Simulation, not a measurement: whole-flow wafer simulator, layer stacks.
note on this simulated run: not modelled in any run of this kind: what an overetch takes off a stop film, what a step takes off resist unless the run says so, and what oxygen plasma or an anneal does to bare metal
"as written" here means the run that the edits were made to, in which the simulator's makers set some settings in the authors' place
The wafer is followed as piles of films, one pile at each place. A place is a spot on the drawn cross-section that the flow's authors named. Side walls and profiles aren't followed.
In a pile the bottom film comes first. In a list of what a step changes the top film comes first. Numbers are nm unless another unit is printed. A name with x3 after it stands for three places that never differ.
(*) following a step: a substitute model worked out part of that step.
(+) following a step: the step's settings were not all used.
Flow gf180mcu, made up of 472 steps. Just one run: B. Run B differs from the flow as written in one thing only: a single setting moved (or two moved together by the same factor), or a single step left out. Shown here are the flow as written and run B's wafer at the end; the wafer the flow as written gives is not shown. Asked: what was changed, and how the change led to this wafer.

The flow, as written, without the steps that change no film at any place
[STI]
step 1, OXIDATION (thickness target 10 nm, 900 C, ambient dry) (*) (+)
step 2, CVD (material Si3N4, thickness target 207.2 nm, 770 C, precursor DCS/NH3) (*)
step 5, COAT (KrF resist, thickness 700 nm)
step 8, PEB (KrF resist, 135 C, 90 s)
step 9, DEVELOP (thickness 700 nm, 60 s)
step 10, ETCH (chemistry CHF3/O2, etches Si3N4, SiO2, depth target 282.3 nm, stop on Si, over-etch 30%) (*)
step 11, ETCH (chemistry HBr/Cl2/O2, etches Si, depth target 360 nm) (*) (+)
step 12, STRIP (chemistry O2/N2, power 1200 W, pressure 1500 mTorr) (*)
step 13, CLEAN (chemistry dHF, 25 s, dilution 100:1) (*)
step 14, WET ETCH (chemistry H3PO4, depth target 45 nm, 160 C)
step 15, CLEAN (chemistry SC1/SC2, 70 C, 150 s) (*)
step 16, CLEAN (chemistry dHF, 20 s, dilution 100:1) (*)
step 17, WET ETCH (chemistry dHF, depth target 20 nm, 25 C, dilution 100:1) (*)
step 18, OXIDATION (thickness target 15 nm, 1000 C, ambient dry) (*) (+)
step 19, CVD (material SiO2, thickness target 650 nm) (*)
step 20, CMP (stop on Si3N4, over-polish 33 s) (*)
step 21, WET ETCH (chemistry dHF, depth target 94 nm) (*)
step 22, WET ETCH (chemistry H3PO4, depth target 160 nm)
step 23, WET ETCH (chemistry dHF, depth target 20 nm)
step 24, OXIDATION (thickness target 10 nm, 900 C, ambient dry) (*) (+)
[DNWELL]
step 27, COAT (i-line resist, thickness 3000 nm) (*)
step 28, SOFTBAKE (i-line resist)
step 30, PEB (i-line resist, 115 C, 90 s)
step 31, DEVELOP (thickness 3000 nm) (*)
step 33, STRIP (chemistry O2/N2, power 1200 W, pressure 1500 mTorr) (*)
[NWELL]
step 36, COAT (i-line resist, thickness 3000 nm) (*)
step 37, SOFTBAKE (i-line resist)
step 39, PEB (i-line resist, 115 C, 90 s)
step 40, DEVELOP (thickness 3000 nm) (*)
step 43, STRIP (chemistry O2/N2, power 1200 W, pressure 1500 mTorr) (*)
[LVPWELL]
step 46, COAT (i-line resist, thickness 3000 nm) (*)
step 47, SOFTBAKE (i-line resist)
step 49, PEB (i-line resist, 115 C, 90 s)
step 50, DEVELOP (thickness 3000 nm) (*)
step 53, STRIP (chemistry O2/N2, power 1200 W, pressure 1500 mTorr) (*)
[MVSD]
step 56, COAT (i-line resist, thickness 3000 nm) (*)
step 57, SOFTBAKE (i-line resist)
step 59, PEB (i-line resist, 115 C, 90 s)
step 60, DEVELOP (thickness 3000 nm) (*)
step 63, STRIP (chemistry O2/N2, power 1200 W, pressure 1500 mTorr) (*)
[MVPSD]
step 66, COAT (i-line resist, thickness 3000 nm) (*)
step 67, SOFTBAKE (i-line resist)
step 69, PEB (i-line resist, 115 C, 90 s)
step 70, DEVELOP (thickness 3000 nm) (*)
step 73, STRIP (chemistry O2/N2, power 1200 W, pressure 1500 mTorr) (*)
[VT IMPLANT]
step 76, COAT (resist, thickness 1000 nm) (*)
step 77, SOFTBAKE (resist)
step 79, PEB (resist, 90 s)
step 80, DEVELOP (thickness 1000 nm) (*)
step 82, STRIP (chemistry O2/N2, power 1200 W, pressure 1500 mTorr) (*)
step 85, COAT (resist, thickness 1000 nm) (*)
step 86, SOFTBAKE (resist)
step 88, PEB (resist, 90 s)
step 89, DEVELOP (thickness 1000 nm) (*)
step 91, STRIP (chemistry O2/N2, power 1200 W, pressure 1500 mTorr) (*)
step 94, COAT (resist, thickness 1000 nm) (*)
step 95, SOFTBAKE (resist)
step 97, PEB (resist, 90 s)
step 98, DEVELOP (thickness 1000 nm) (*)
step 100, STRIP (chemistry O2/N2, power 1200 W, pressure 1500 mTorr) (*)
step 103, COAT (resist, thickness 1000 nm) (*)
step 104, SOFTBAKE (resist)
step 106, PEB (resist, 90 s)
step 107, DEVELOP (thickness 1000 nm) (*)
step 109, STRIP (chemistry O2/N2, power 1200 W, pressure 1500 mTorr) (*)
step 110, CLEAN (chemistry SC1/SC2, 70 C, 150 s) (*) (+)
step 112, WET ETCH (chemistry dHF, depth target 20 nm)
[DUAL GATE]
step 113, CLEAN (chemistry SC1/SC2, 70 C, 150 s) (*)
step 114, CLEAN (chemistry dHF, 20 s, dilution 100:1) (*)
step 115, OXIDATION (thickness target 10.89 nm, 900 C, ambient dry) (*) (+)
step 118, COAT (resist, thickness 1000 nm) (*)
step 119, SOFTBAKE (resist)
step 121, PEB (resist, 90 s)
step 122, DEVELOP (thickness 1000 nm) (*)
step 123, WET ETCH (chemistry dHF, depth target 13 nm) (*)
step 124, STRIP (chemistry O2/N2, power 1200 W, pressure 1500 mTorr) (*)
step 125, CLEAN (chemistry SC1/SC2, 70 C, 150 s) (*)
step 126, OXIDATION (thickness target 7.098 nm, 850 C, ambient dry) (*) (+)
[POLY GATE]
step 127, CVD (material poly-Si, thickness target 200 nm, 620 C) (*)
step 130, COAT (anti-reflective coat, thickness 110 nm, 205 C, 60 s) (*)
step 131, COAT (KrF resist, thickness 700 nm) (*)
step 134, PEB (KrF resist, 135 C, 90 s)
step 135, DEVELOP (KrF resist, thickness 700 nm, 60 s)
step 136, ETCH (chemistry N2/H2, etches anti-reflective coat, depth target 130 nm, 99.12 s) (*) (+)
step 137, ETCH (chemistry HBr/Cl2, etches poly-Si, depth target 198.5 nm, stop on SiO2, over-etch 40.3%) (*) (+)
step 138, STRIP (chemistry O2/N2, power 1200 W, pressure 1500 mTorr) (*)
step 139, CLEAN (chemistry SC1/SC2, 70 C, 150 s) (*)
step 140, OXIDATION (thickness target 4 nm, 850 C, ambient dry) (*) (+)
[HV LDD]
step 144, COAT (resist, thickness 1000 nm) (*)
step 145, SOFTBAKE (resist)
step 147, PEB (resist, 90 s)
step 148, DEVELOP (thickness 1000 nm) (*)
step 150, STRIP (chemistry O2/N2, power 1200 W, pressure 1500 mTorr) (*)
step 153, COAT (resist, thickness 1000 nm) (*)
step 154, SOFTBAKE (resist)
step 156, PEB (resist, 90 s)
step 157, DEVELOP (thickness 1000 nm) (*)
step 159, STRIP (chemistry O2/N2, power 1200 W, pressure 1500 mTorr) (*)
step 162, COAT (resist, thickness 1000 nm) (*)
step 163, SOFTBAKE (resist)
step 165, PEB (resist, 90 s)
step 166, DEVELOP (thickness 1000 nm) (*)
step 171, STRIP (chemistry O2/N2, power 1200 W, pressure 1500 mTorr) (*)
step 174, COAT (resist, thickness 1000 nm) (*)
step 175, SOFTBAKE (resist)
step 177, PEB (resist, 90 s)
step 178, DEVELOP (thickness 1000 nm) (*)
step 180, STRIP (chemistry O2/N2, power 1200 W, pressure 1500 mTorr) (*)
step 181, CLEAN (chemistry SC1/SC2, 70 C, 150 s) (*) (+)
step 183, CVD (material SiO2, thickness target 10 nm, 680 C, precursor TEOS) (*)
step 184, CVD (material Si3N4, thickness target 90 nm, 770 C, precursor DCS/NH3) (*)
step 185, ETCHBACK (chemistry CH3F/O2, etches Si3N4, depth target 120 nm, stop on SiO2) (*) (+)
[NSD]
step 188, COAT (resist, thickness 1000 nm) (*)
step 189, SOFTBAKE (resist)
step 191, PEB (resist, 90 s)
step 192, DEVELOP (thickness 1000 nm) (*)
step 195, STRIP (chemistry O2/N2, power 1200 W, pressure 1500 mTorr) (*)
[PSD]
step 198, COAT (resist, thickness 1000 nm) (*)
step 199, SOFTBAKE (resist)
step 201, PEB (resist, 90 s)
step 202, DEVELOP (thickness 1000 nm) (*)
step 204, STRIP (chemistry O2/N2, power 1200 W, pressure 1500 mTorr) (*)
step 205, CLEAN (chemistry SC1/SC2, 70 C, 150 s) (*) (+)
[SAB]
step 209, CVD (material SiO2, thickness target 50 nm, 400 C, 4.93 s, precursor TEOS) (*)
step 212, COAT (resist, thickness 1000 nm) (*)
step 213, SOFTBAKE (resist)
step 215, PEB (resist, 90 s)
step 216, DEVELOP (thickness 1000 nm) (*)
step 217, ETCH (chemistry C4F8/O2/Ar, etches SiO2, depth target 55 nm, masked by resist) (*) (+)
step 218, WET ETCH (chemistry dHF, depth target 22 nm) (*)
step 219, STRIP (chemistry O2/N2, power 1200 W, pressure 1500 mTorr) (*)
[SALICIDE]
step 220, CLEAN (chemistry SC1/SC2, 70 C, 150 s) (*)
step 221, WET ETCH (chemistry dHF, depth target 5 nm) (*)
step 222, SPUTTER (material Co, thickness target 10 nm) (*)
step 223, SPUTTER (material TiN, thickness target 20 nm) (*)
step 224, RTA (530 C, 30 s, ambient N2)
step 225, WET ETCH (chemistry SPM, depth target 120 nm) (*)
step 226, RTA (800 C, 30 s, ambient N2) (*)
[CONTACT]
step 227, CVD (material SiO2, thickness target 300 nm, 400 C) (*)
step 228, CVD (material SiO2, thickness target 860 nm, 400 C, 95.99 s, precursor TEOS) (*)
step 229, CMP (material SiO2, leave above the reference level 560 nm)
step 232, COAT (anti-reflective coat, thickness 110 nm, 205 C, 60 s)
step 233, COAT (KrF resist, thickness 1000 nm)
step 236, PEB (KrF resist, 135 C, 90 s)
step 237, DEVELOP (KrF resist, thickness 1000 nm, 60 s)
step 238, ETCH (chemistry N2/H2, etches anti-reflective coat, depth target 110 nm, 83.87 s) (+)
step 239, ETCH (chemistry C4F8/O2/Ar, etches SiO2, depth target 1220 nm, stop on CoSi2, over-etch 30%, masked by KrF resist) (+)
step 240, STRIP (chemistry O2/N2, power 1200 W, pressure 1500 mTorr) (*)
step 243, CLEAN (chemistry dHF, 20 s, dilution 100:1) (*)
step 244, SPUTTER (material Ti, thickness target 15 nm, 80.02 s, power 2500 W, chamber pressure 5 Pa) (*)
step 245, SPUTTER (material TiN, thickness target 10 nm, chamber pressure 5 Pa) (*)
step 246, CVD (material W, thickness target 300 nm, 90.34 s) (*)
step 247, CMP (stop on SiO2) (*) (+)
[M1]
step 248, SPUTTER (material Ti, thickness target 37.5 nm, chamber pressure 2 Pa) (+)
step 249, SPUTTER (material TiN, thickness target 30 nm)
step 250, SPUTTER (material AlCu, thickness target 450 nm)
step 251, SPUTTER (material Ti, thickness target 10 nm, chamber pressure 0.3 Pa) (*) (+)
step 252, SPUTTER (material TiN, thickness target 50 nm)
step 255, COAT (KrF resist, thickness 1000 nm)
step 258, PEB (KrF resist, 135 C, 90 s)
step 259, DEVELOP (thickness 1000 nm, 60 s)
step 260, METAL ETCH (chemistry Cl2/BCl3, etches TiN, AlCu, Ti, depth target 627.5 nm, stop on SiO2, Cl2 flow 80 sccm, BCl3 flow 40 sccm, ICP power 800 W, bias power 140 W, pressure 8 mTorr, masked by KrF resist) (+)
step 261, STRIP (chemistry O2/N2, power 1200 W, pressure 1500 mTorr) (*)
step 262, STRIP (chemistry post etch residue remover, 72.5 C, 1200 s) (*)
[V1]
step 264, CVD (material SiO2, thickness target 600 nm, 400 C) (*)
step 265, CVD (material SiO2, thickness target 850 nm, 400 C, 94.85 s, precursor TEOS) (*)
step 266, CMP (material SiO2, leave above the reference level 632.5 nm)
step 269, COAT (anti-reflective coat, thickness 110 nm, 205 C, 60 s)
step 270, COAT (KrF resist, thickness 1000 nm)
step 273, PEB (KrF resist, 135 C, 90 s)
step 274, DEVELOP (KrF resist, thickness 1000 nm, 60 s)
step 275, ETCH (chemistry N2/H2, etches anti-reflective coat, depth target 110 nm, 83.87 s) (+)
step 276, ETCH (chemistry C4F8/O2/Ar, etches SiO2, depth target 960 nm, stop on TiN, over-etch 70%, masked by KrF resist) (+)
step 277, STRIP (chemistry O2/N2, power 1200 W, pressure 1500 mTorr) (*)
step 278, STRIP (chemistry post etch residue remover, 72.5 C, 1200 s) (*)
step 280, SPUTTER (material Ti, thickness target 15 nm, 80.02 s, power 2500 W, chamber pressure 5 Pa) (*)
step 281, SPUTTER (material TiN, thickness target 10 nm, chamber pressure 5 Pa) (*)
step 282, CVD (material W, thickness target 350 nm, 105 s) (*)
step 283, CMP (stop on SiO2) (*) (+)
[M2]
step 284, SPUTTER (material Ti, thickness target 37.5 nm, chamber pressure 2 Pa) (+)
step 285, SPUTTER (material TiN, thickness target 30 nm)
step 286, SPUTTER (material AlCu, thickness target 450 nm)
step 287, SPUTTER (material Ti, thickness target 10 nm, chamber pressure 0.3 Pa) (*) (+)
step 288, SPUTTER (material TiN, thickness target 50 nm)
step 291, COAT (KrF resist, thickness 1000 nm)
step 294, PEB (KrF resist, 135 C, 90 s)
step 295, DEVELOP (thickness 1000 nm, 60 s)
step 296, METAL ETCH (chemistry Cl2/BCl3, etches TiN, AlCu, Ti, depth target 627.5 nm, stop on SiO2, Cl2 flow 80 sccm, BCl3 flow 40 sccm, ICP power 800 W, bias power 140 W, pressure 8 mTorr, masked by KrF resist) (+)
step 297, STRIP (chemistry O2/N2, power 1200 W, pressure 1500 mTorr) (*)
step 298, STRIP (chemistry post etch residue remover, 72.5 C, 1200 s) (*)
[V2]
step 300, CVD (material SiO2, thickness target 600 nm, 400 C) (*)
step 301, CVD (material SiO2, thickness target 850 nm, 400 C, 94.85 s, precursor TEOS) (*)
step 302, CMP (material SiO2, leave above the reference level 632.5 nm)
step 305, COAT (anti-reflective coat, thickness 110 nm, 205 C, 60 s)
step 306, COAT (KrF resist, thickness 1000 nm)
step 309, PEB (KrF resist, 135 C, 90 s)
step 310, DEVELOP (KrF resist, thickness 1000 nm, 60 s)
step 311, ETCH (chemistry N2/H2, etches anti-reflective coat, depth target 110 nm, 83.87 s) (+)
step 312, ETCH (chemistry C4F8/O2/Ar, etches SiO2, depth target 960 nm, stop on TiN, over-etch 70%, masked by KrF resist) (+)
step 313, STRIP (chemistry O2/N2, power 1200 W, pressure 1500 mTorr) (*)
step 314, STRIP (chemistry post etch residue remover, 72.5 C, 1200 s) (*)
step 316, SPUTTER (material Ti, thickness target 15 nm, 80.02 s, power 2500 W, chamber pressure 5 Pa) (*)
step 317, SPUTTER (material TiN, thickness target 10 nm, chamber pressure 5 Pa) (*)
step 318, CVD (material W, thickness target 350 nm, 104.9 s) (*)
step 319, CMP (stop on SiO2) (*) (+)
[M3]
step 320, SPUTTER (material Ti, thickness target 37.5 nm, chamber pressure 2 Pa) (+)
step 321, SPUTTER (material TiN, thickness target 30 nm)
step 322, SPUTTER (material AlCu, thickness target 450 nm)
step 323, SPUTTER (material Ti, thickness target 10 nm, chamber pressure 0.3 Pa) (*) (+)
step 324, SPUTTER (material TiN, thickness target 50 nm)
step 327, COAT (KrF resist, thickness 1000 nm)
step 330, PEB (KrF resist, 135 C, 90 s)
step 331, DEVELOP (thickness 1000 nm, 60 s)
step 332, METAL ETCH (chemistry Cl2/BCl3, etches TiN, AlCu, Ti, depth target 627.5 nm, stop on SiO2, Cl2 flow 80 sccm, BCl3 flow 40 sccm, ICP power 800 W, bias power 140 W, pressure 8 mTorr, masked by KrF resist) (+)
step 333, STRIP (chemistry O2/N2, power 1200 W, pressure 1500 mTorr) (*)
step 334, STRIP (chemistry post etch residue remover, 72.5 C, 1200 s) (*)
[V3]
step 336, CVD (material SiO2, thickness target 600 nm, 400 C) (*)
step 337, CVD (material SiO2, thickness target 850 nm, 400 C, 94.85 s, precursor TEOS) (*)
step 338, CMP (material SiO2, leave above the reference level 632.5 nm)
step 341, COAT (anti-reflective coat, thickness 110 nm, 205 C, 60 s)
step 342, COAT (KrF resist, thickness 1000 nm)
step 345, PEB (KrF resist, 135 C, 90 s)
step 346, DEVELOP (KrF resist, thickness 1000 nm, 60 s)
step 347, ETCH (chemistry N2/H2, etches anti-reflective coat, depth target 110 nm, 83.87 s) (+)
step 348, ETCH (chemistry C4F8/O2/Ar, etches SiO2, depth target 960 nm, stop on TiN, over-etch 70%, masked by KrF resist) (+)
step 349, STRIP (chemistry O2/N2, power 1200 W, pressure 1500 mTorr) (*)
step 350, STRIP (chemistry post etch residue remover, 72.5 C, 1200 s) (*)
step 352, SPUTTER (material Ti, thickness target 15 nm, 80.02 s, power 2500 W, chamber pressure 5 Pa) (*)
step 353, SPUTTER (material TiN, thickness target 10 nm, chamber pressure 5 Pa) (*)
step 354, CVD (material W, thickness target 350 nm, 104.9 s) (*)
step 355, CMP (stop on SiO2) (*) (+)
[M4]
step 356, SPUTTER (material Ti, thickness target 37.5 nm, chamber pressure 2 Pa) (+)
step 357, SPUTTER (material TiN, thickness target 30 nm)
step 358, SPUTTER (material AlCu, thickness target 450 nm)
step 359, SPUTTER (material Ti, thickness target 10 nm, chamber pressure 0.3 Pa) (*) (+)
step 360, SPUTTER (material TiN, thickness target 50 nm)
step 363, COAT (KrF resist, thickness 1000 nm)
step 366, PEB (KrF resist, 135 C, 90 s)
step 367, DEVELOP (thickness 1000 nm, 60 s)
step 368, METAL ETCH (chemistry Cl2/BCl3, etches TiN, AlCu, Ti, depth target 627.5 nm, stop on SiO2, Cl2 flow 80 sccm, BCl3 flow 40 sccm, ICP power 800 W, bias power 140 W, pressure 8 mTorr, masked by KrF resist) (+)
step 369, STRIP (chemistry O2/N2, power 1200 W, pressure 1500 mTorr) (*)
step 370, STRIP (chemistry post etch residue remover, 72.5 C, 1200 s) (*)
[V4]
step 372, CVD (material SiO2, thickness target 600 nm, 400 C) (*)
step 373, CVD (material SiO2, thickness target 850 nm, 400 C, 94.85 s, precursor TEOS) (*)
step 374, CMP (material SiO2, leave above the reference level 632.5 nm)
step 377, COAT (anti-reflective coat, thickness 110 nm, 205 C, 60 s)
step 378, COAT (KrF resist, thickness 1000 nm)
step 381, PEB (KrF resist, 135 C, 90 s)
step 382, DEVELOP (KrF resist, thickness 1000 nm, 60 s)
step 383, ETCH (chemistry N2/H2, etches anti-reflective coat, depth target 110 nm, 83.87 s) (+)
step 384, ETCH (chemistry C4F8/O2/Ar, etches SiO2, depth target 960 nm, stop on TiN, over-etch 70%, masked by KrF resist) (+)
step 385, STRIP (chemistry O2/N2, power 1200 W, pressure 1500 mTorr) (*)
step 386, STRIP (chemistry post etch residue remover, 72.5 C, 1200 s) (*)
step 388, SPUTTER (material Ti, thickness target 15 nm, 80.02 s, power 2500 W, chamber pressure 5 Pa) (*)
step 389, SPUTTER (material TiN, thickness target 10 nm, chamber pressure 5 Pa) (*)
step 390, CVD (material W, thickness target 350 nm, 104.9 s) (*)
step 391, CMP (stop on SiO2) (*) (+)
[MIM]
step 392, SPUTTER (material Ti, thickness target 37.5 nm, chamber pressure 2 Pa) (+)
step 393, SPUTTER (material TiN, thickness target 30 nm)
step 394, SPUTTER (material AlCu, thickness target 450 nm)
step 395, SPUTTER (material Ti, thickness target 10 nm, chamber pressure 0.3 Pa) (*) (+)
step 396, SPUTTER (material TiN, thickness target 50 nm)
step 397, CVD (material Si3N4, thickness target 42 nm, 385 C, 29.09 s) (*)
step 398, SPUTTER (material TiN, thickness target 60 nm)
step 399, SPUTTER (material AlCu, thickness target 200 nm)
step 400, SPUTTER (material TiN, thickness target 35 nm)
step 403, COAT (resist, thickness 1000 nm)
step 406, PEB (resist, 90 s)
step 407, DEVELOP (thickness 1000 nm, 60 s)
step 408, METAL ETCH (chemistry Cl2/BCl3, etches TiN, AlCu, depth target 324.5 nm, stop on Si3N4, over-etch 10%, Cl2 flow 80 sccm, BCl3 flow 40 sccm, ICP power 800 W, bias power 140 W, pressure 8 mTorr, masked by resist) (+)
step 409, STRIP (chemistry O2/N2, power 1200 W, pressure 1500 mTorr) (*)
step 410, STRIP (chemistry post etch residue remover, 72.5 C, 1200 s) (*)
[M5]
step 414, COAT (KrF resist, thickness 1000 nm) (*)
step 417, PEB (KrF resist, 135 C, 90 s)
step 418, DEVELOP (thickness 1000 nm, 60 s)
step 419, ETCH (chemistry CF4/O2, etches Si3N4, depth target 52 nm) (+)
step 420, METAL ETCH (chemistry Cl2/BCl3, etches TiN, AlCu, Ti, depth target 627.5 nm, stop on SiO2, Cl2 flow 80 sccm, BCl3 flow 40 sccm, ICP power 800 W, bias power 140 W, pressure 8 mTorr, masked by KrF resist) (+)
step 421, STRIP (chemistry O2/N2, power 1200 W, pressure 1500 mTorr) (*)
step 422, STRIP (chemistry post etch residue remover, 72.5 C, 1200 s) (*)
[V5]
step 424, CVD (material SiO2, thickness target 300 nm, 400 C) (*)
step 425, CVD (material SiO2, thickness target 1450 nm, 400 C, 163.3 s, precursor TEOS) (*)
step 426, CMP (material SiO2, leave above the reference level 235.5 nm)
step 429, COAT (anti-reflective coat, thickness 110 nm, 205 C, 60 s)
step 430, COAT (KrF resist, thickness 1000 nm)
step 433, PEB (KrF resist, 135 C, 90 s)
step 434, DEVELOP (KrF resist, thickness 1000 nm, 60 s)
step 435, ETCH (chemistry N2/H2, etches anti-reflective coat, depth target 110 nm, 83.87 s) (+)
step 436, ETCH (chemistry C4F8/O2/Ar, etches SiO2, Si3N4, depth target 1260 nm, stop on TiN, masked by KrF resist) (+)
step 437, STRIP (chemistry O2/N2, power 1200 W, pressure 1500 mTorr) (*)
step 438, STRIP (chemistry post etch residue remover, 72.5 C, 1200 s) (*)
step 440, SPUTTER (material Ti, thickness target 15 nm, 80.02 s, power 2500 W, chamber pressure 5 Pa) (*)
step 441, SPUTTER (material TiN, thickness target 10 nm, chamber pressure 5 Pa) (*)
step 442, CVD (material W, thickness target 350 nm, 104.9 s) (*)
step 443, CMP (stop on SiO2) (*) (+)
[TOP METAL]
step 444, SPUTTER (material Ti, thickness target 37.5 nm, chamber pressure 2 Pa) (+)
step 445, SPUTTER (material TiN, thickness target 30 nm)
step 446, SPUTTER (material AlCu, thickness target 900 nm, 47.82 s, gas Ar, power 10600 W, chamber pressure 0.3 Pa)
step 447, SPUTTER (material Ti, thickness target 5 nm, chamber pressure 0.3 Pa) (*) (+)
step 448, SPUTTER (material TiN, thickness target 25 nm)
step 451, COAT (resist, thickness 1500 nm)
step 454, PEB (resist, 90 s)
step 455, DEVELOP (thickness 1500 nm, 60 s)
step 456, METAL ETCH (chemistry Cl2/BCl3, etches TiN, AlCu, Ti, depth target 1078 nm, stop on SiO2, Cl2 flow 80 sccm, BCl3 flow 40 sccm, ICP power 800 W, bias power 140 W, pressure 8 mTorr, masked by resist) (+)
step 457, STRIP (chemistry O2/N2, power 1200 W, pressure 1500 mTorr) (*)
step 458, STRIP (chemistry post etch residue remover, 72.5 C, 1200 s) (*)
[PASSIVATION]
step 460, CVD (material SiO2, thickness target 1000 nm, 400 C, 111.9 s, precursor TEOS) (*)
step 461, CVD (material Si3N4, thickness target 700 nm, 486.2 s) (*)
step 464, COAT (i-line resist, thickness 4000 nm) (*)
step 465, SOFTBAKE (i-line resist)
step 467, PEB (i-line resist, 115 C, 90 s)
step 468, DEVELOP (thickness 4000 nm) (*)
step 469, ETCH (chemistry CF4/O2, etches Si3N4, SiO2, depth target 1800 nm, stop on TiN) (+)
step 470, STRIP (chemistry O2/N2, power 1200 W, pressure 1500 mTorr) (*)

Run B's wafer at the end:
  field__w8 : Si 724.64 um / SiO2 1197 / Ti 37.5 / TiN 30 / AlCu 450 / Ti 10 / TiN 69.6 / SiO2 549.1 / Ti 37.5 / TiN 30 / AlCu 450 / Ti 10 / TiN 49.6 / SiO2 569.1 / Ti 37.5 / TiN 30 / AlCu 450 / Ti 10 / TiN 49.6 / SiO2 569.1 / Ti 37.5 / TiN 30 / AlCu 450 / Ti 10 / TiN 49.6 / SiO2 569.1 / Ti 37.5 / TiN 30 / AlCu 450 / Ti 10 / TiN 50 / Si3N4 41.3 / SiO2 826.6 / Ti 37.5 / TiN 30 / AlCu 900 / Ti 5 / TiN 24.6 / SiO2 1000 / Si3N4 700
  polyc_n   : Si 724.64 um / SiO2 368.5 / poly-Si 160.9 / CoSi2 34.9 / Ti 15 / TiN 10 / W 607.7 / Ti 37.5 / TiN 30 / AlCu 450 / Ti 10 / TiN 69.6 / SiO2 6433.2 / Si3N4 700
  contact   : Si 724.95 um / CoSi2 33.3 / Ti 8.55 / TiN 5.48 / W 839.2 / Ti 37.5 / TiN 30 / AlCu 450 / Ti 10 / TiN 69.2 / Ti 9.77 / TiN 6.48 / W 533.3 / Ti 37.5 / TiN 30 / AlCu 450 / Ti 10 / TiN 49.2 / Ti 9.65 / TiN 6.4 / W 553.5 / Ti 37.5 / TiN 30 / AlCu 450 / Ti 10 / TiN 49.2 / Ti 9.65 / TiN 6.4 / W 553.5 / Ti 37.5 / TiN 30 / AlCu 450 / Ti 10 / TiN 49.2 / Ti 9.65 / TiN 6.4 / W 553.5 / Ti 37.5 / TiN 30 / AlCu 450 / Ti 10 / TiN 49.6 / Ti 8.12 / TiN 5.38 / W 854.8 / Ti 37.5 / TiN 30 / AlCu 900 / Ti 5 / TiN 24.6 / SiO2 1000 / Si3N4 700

The reason: step 252, SPUTTER: thickness target 70 nm was run, whereas the flow has thickness target 50 nm.

The path from the change to this, step by step:
  step 252, SPUTTER (material TiN, thickness target 50 nm)
      field, field__w1, field__w2 and 108 more: TiN gains 70 (new film) (in the flow as written it would be: TiN gains 50 (new film))
  step 260, METAL ETCH (chemistry Cl2/BCl3, etches TiN, AlCu, Ti, depth target 627.5 nm, stop on SiO2, Cl2 flow 80 sccm, BCl3 flow 40 sccm, ICP power 800 W, bias power 140 W, pressure 8 mTorr, masked by KrF resist) (+)
      field, field__w1, field__w2 and 99 more: TiN loses 70 (all of it), Ti loses 10 (all of it), AlCu loses 450 (all of it), TiN loses 30 (all of it), Ti loses 37.5 (all of it) (in the flow as written it would be: TiN loses 50 (all of it), Ti loses 10 (all of it), AlCu loses 450 (all of it), TiN loses 30 (all of it), Ti loses 37.5 (all of it))
  step 266, CMP (material SiO2, leave above the reference level 632.5 nm)
      field__w8, contact, m1 and 6 more: SiO2 loses 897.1 (in the flow as written it would be: SiO2 loses 877.1)
  step 276, ETCH (chemistry C4F8/O2/Ar, etches SiO2, depth target 960 nm, stop on TiN, over-etch 70%, masked by KrF resist) (+)
      field, field__w1, field__w2 and 107 more: KrF resist loses 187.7 (in the flow as written it would be: KrF resist loses 192)
      contact: SiO2 loses 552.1 (all of it) (in the flow as written it would be: SiO2 loses 572.1 (all of it))
  step 282, CVD (material W, thickness target 350 nm, 105 s) (*)
      contact: W gains 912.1 (new film) (in the flow as written it would be: W gains 932.3 (new film))
